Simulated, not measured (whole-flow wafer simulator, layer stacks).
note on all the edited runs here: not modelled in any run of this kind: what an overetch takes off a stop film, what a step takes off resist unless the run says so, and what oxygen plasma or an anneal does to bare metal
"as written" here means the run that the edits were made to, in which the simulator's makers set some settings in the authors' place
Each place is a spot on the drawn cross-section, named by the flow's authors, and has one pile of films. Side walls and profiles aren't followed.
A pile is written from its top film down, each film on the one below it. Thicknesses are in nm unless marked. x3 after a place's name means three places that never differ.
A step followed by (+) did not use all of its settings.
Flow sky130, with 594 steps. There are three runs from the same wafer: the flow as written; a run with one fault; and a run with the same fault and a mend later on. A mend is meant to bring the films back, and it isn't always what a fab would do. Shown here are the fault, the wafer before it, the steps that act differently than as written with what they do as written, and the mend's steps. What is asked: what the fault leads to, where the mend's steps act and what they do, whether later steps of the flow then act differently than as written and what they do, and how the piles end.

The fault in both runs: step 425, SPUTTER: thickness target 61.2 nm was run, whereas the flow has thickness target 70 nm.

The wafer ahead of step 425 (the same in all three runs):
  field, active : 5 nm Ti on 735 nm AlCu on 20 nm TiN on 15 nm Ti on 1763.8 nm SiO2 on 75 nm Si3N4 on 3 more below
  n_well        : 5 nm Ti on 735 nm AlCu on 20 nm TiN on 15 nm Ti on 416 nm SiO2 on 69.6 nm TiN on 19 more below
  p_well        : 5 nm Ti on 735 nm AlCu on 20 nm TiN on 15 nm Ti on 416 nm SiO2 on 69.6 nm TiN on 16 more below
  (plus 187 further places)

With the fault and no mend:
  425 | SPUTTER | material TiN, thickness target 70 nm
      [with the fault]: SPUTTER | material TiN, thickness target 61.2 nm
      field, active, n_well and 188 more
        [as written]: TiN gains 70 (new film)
        [with the fault]: TiN gains 61.2 (new film)
  Steps further on in the flow that do not act as written (not shown: 20 more steps that differ only slightly, by at most 2% or 0.5 nm, whichever is larger):
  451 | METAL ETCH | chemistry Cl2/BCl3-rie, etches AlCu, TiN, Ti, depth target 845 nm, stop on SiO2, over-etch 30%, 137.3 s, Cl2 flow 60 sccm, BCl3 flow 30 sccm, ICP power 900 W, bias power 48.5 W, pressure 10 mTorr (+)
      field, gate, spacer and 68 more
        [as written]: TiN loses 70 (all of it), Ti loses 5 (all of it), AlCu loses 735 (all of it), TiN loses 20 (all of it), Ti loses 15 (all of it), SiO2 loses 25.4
        [with the fault]: TiN loses 61.2 (all of it), Ti loses 5 (all of it), AlCu loses 735 (all of it), TiN loses 20 (all of it), Ti loses 15 (all of it), SiO2 loses 26.2
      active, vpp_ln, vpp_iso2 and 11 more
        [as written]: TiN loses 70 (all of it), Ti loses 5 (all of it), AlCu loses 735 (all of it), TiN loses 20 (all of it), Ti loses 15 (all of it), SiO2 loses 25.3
        [with the fault]: TiN loses 61.2 (all of it), Ti loses 5 (all of it), AlCu loses 735 (all of it), TiN loses 20 (all of it), Ti loses 15 (all of it), SiO2 loses 26.2
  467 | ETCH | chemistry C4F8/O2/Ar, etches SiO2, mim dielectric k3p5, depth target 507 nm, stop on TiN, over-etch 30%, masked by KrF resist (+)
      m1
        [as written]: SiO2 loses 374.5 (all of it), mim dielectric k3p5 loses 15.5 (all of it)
        [with the fault]: SiO2 loses 383.3 (all of it), mim dielectric k3p5 loses 15.5 (all of it)
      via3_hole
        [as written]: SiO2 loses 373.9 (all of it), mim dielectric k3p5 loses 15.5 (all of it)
        [with the fault]: SiO2 loses 382.7 (all of it), mim dielectric k3p5 loses 15.5 (all of it)
  The piles end different from the flow's at n_well, p_well, gate_hv and 104 more by more than 2% or 0.5 nm, whichever is larger.
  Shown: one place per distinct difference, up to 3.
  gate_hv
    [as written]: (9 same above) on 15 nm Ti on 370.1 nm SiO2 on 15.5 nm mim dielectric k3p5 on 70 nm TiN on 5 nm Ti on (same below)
    [with the fault]: (9 same above) on 15 nm Ti on 378.9 nm SiO2 on 15.5 nm mim dielectric k3p5 on 61.2 nm TiN on 5 nm Ti on (same below)
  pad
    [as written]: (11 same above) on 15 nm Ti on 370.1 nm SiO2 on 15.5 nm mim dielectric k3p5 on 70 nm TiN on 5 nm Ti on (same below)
    [with the fault]: (11 same above) on 15 nm Ti on 378.9 nm SiO2 on 15.5 nm mim dielectric k3p5 on 61.2 nm TiN on 5 nm Ti on (same below)
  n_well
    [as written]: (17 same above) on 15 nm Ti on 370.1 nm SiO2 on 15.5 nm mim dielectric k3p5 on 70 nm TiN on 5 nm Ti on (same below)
    [with the fault]: (17 same above) on 15 nm Ti on 378.9 nm SiO2 on 15.5 nm mim dielectric k3p5 on 61.2 nm TiN on 5 nm Ti on (same below)

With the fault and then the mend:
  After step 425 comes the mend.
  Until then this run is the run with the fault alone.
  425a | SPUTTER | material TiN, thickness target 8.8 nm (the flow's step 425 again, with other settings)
      field, active, n_well and 188 more
        TiN gains 8.8
  Later steps of the flow that are run all act as written at every place that is followed.
  At every place that both follow, the piles at the end match the flow's.
